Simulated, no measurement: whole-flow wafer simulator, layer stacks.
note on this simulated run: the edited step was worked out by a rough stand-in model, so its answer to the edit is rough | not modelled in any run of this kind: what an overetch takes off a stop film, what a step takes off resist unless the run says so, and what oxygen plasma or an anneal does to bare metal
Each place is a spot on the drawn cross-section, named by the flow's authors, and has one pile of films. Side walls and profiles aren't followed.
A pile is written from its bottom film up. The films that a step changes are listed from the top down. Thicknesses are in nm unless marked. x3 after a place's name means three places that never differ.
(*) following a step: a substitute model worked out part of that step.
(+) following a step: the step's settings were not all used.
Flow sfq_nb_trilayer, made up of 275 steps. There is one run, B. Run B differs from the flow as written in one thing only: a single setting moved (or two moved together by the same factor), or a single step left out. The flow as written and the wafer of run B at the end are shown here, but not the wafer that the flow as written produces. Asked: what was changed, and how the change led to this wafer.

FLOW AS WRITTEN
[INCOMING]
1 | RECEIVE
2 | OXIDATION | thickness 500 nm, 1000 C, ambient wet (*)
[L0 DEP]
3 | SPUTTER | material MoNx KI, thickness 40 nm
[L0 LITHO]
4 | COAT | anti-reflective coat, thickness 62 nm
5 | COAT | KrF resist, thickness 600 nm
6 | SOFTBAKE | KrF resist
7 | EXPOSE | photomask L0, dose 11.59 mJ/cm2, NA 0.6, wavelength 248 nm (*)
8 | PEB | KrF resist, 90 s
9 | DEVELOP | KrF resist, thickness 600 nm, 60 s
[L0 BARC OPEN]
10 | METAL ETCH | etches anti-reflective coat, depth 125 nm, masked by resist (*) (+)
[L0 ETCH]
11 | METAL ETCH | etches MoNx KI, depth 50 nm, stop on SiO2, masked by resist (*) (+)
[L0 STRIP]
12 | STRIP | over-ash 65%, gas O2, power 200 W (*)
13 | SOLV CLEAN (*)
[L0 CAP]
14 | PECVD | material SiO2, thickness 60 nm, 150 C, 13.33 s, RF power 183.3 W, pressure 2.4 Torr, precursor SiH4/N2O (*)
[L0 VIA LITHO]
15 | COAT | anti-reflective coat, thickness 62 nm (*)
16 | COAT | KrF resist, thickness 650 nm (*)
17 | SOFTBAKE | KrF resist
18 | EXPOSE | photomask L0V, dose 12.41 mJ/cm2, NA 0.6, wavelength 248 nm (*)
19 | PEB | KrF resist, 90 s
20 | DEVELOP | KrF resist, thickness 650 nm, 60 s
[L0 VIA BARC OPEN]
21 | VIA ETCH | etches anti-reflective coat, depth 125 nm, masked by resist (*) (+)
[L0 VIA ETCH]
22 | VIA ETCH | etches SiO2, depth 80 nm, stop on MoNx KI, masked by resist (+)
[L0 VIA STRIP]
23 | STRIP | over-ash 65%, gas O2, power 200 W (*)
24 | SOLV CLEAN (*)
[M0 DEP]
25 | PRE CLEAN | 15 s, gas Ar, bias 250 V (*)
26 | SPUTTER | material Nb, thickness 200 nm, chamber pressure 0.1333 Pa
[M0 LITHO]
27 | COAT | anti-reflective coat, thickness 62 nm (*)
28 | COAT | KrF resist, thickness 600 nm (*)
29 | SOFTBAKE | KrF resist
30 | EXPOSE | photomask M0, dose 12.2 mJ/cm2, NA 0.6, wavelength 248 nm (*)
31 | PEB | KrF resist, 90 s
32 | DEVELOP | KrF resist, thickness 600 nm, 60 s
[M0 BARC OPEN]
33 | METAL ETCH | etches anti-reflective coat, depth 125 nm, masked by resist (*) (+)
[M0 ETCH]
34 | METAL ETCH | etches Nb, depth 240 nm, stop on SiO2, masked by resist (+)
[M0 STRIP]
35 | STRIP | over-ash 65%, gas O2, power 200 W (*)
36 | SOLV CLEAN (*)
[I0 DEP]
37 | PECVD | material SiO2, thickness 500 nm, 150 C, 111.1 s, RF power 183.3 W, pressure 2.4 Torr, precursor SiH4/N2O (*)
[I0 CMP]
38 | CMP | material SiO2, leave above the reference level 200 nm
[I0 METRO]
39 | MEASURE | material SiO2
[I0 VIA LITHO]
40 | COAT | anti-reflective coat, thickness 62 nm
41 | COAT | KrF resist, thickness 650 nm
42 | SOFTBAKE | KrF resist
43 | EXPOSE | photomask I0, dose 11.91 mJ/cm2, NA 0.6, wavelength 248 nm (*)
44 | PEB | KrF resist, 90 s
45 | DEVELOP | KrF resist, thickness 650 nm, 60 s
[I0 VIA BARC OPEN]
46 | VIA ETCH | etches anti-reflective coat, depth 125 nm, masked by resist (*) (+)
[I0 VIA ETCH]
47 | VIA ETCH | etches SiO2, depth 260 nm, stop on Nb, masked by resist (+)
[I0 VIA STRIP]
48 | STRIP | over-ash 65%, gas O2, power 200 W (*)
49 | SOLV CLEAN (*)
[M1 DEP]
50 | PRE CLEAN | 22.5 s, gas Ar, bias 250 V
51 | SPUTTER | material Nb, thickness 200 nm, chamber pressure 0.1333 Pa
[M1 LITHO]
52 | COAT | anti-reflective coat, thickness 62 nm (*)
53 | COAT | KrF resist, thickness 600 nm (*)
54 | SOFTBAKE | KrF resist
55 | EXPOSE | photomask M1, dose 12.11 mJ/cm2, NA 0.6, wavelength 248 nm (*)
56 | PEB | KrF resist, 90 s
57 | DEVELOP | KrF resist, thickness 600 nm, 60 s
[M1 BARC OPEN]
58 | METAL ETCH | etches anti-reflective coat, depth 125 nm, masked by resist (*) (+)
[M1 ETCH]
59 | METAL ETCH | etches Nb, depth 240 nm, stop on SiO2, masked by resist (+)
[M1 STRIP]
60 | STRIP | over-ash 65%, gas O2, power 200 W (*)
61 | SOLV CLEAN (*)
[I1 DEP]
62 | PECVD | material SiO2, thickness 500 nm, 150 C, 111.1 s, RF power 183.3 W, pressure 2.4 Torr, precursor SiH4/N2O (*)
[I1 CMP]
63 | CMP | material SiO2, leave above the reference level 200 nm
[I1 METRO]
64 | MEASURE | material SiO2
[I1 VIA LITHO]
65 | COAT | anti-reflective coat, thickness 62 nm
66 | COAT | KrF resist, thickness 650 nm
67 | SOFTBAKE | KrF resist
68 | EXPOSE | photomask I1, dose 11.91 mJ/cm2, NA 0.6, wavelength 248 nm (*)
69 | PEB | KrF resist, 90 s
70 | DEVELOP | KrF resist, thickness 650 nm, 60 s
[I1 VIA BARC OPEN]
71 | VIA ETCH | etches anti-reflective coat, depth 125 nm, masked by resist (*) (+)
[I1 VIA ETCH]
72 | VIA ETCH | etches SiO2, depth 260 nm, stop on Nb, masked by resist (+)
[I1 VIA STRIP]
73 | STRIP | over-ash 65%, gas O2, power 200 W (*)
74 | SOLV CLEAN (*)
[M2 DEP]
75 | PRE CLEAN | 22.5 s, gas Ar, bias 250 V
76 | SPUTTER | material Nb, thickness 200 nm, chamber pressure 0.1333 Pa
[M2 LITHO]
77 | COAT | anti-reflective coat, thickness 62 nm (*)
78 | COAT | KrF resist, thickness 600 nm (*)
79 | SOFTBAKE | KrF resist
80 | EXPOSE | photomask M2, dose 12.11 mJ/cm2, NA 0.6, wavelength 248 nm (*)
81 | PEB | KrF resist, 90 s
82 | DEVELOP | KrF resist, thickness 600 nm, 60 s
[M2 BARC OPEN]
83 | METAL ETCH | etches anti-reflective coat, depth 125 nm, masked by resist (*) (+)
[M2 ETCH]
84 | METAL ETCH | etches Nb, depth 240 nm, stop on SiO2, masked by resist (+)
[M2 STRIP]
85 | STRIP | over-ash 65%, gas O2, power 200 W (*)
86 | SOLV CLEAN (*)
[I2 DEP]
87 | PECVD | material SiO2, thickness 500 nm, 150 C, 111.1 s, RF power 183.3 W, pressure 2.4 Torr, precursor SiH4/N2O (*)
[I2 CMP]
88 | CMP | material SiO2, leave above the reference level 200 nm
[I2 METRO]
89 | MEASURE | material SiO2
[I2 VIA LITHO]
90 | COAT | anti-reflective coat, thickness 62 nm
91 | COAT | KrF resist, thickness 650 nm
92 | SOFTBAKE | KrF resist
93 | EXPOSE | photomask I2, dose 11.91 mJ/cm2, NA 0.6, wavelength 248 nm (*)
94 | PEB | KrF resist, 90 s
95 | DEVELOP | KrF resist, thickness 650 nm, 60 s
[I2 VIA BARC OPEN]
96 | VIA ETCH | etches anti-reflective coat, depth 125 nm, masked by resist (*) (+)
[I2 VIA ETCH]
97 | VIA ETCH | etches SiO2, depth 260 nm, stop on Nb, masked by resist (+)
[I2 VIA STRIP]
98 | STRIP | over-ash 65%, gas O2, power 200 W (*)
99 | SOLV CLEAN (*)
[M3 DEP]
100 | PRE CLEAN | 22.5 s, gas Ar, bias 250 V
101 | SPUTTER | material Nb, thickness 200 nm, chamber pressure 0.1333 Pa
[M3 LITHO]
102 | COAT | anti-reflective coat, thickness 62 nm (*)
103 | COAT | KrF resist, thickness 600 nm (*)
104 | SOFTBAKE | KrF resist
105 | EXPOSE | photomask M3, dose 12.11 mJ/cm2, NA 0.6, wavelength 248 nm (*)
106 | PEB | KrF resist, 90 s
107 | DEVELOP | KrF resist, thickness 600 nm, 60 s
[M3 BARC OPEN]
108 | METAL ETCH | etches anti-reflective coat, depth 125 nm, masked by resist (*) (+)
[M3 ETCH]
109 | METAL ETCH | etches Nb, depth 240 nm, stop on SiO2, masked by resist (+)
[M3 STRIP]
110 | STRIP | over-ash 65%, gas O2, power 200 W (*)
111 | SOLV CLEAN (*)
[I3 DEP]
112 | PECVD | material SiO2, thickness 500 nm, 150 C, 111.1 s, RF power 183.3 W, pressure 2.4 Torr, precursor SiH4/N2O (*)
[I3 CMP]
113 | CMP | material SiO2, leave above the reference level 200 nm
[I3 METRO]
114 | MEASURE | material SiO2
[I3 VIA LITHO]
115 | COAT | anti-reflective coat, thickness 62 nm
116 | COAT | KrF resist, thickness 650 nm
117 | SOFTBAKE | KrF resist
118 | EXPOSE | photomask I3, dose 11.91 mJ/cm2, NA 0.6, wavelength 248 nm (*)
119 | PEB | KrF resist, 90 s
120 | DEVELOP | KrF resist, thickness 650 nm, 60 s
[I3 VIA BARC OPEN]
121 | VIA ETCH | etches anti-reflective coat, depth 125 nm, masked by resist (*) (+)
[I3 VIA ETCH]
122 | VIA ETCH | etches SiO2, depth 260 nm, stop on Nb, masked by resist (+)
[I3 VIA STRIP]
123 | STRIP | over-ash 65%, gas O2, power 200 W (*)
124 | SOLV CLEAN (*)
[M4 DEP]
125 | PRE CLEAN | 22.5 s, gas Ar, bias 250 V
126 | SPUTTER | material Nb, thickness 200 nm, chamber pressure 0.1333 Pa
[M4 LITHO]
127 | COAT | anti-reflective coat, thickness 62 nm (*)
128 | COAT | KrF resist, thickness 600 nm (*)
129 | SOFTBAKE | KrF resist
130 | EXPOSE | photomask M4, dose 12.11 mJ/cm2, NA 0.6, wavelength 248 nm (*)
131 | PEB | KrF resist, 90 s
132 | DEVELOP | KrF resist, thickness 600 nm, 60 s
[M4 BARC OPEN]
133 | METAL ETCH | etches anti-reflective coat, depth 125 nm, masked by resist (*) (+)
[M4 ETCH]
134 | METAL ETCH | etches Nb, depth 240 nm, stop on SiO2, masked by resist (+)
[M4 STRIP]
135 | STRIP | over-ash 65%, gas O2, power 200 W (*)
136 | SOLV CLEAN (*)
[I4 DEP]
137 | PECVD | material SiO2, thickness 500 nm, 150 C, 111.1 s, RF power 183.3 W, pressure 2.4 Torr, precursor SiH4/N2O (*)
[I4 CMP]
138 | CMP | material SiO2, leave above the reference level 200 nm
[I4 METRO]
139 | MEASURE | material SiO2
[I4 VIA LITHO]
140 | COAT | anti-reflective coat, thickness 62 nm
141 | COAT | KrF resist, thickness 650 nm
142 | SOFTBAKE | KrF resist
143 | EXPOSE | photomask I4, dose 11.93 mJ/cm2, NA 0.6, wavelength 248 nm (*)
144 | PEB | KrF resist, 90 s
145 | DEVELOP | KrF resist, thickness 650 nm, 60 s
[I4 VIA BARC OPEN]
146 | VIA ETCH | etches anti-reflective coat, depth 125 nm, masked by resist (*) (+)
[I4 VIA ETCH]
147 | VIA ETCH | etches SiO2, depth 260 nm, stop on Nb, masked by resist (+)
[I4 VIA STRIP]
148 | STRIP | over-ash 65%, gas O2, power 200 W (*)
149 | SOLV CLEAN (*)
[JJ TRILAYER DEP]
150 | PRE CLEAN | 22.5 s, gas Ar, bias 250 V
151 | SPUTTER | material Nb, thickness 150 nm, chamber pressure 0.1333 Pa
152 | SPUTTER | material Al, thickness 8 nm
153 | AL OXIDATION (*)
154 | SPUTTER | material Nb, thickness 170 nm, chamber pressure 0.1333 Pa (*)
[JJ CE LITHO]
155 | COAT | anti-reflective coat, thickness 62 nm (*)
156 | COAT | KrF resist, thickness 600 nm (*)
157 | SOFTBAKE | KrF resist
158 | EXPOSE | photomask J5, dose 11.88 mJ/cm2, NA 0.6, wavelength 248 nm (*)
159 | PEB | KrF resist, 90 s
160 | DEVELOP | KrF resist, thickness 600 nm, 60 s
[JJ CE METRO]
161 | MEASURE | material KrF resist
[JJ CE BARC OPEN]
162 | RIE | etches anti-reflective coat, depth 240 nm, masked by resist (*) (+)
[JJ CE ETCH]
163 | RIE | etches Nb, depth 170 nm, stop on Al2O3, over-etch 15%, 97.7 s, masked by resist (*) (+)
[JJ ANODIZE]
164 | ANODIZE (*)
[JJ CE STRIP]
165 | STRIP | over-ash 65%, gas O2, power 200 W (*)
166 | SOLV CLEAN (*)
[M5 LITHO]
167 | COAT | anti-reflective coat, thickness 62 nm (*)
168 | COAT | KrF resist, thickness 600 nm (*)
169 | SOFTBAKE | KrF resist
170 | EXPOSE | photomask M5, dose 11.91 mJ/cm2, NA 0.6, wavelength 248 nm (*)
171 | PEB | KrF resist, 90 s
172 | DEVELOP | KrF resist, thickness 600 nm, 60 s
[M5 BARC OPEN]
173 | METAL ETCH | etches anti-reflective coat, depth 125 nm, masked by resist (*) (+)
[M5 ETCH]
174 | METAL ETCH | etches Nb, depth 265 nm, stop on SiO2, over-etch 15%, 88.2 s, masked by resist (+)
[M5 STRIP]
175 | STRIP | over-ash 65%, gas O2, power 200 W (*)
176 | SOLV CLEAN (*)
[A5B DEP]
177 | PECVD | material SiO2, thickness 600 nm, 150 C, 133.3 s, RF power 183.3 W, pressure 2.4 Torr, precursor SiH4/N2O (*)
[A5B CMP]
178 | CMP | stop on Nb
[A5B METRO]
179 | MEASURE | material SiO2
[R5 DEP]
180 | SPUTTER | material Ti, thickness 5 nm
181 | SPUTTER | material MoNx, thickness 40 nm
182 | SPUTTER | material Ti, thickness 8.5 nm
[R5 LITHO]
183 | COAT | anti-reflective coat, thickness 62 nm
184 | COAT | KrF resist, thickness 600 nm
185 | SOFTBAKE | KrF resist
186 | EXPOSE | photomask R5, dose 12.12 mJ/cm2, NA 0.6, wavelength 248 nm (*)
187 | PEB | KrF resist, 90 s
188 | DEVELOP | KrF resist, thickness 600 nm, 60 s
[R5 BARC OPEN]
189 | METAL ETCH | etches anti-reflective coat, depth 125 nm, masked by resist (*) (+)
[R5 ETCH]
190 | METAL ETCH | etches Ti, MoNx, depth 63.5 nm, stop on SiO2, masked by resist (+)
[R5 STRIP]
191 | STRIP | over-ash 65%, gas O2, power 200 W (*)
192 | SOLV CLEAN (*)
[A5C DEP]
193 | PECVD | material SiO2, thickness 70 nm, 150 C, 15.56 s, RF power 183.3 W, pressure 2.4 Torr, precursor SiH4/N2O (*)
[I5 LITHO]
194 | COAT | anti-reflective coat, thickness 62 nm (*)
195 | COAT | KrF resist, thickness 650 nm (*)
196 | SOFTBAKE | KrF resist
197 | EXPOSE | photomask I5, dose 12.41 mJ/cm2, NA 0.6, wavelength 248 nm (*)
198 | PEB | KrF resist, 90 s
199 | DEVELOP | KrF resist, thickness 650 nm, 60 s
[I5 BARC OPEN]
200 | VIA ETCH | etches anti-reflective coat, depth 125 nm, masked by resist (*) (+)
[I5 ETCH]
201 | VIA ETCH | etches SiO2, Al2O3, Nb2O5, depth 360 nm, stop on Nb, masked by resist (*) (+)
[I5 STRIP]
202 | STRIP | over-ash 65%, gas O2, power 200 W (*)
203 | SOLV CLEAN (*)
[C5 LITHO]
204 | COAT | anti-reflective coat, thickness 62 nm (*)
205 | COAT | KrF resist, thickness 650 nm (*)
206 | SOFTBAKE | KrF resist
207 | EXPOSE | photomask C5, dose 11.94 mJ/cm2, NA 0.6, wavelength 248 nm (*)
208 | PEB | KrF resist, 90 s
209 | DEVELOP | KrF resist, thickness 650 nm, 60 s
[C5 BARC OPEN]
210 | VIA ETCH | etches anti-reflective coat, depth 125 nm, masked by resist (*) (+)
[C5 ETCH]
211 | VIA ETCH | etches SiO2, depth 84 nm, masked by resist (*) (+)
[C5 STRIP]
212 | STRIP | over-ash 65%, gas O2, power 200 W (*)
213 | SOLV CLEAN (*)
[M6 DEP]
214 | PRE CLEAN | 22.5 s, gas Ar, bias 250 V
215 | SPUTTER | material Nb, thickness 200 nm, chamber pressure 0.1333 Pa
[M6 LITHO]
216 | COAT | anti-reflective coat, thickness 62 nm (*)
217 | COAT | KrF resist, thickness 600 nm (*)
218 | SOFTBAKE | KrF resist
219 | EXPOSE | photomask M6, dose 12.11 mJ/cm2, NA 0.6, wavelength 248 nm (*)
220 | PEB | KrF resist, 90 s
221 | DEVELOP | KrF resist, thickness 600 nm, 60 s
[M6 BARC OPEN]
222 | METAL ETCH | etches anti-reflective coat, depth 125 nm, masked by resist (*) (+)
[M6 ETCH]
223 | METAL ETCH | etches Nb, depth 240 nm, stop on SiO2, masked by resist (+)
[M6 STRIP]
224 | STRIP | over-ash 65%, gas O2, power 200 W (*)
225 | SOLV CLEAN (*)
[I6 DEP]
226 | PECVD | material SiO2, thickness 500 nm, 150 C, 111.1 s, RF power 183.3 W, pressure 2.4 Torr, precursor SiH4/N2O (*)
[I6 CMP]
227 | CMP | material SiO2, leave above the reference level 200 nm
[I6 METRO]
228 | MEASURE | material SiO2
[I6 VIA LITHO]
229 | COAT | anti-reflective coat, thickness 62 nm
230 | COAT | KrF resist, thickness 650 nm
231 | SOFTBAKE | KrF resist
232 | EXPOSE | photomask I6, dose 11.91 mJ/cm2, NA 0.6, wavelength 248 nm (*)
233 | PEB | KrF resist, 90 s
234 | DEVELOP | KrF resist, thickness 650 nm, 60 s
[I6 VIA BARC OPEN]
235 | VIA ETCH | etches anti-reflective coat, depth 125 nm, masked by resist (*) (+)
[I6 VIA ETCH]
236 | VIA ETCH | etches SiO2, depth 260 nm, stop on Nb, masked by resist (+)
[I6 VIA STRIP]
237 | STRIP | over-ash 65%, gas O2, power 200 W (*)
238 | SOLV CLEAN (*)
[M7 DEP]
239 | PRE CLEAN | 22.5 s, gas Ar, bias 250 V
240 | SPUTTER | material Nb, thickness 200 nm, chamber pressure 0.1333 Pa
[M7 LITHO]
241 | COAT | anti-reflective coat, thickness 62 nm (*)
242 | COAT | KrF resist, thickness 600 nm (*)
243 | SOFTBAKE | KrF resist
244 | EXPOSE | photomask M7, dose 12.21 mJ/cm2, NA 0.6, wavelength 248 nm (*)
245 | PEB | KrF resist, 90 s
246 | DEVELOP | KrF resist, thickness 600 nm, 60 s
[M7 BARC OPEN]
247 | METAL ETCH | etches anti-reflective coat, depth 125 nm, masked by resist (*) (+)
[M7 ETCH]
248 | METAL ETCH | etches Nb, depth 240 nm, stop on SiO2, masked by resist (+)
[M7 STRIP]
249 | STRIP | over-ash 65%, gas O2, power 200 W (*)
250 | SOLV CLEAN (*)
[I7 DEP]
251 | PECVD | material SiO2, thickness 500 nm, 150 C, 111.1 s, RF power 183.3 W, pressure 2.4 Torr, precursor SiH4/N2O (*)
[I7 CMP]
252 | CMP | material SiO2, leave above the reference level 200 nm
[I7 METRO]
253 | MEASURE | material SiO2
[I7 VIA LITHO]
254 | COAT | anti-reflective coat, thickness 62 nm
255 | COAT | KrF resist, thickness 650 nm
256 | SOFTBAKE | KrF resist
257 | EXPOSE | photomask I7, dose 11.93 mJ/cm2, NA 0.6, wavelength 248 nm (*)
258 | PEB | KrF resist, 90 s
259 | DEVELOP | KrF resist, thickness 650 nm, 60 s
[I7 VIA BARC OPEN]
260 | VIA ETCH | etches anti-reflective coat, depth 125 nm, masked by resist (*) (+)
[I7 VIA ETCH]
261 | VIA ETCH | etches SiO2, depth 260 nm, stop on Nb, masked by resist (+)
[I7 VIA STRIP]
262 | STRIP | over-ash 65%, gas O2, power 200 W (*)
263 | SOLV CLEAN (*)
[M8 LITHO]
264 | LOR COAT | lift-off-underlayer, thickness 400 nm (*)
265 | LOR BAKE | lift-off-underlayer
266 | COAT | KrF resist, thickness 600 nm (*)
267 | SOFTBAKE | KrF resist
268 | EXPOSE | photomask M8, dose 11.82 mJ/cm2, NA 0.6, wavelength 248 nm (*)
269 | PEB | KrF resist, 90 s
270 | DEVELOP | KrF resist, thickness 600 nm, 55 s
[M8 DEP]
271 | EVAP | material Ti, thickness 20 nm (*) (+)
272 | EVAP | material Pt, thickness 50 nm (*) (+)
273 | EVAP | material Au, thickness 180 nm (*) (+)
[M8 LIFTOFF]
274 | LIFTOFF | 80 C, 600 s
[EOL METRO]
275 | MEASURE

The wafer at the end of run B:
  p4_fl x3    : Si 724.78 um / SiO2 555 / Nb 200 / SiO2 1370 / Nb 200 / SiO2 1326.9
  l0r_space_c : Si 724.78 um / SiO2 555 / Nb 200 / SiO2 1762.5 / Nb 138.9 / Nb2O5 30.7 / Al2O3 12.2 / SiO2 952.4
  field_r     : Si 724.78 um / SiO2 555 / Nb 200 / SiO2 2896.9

What caused this: step 154, SPUTTER: thickness 121 nm was run, whereas the flow has thickness 170 nm.

How this came from the change, step by step:
  154 | SPUTTER | material Nb, thickness 170 nm, chamber pressure 0.1333 Pa (*)
      field_l, v_sur, via_sp and 100 more: Nb gains 121 (new film) (it would be, as written: Nb gains 170 (new film))
      via_wl, via_wr: Nb gains 100 (new film) (it would be, as written: Nb gains 140.7 (new film))
      (as well as at 1 more place)
  155 | COAT | anti-reflective coat, thickness 62 nm (*)
      via_wl, via_wr: anti-reflective coat gains 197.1 (new film) (it would be, as written: anti-reflective coat gains 209.4 (new film))
      via_w: anti-reflective coat gains 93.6 (new film) (it would be, as written: anti-reflective coat gains 97.4 (new film))
  162 | RIE | etches anti-reflective coat, depth 240 nm, masked by resist (*) (+)
      ce_l, c5j, ce_r, wl_jj: KrF resist loses 197.1 (it would be, as written: KrF resist loses 209.4)
      via_wl, via_wr: anti-reflective coat loses 197.1 (all of it) (it would be, as written: anti-reflective coat loses 209.4 (all of it))
      (as well as at 1 more place)
  163 | RIE | etches Nb, depth 170 nm, stop on Al2O3, over-etch 15%, 97.7 s, masked by resist (*) (+)
      field_l, v_sur, via_sp and 96 more: Nb loses 121 (all of it), Al2O3 loses 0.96 (all of it) (it would be, as written: Nb loses 170 (all of it), Al2O3 loses 0.51)
      via_wl, via_wr: Nb loses 100 (all of it), Al2O3 loses 0.96 (all of it) (it would be, as written: Nb loses 140.7 (all of it), Al2O3 loses 0.96 (all of it))
      (as well as at 1 more place)
  164 | ANODIZE (*)
      field_l, v_sur, via_sp and 96 more: Al2O3 gains 12.2 (new film), Nb2O5 gains 30.7 (new film), Al loses 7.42 (all of it), Nb loses 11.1 (it would be, as written: Al2O3 gains 12.2, Nb2O5 gains 29.9 (new film), Al loses 7.42 (all of it), Nb loses 10.8)
  165 | STRIP | over-ash 65%, gas O2, power 200 W (*)
      c5j, ce_r: KrF resist loses 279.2 (all of it), anti-reflective coat loses 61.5 (all of it) (it would be, as written: KrF resist loses 266.9 (all of it), anti-reflective coat loses 61.5 (all of it))
      ce_l: KrF resist loses 279.1 (all of it), anti-reflective coat loses 61.4 (all of it) (it would be, as written: KrF resist loses 266.8 (all of it), anti-reflective coat loses 61.4 (all of it))
      (as well as at 1 more place)
  167 | COAT | anti-reflective coat, thickness 62 nm (*)
      wl_j_sl, wl_j_sr: anti-reflective coat gains 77 (new film) (it would be, as written: anti-reflective coat gains 83.3 (new film))
      gap: anti-reflective coat gains 60.4 (new film) (it would be, as written: anti-reflective coat gains 58.9 (new film))
      (as well as at 8 more places)
  168 | COAT | KrF resist, thickness 600 nm (*)
      ce_l: KrF resist gains 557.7 (new film) (it would be, as written: KrF resist gains 528.3 (new film))
      c5j: KrF resist gains 538.9 (new film) (it would be, as written: KrF resist gains 507.6 (new film))
      (as well as at 2 more places)
  173 | METAL ETCH | etches anti-reflective coat, depth 125 nm, masked by resist (*) (+)
      wl_a_sl: anti-reflective coat loses 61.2 (all of it) (it would be, as written: anti-reflective coat loses 59.7 (all of it), Al2O3 loses 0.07)
  174 | METAL ETCH | etches Nb, depth 265 nm, stop on SiO2, over-etch 15%, 88.2 s, masked by resist (+)
      field_l, r_sur, res and 50 more: Al2O3 loses 12.2 (all of it), Nb2O5 loses 30.7 (all of it), Nb loses 138.9 (all of it), SiO2 loses 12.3 (it would be, as written: Al2O3 loses 12.6 (all of it), Nb2O5 loses 29.9 (all of it), Nb loses 139.2 (all of it), SiO2 loses 12.3)
  175 | STRIP | over-ash 65%, gas O2, power 200 W (*)
      gap: KrF resist loses 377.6 (all of it), anti-reflective coat loses 60.4 (all of it) (it would be, as written: KrF resist loses 383.4 (all of it), anti-reflective coat loses 58.9 (all of it))
      jj_sur: KrF resist loses 371.5 (all of it), anti-reflective coat loses 76.1 (all of it) (it would be, as written: KrF resist loses 374.7 (all of it), anti-reflective coat loses 82.6 (all of it))
      (as well as at 8 more places)
  178 | CMP | stop on Nb
      v_sur, via_sp, via_v and 43 more: SiO2 loses 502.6 (it would be, as written: SiO2 loses 453.5)
      field_l, p4_fl x3, p4_w1 x3 and 35 more: SiO2 loses 308.3 (it would be, as written: SiO2 loses 259.3)
      (as well as at 14 more places)
  201 | VIA ETCH | etches SiO2, Al2O3, Nb2O5, depth 360 nm, stop on Nb, masked by resist (*) (+)
      be: SiO2 loses 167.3 (all of it), Al2O3 loses 12.2 (all of it), Nb2O5 loses 30.7 (all of it) (it would be, as written: SiO2 loses 216.4 (all of it), Al2O3 loses 12.7 (all of it), Nb2O5 loses 29.9 (all of it))
  204 | COAT | anti-reflective coat, thickness 62 nm (*)
      wire: anti-reflective coat gains 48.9 (new film) (it would be, as written: anti-reflective coat gains 47.4 (new film))
      be: anti-reflective coat gains 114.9 (new film) (it would be, as written: anti-reflective coat gains 122.2 (new film))
      (as well as at 1 more place)
  205 | COAT | KrF resist, thickness 650 nm (*)
      be: KrF resist gains 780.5 (new film) (it would be, as written: KrF resist gains 815.3 (new film))
  212 | STRIP | over-ash 65%, gas O2, power 200 W (*)
      wire: KrF resist loses 558.5 (all of it), anti-reflective coat loses 48.9 (all of it) (it would be, as written: KrF resist loses 555.8 (all of it), anti-reflective coat loses 47.4 (all of it))
      be: KrF resist loses 693.4 (all of it), anti-reflective coat loses 114.9 (all of it) (it would be, as written: KrF resist loses 728.2 (all of it), anti-reflective coat loses 122.2 (all of it))
      (as well as at 1 more place)
  ... 4 other steps ...
  226 | PECVD | material SiO2, thickness 500 nm, 150 C, 111.1 s, RF power 183.3 W, pressure 2.4 Torr, precursor SiH4/N2O (*)
      be: SiO2 gains 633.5 (new film) (it would be, as written: SiO2 gains 693.5 (new film))
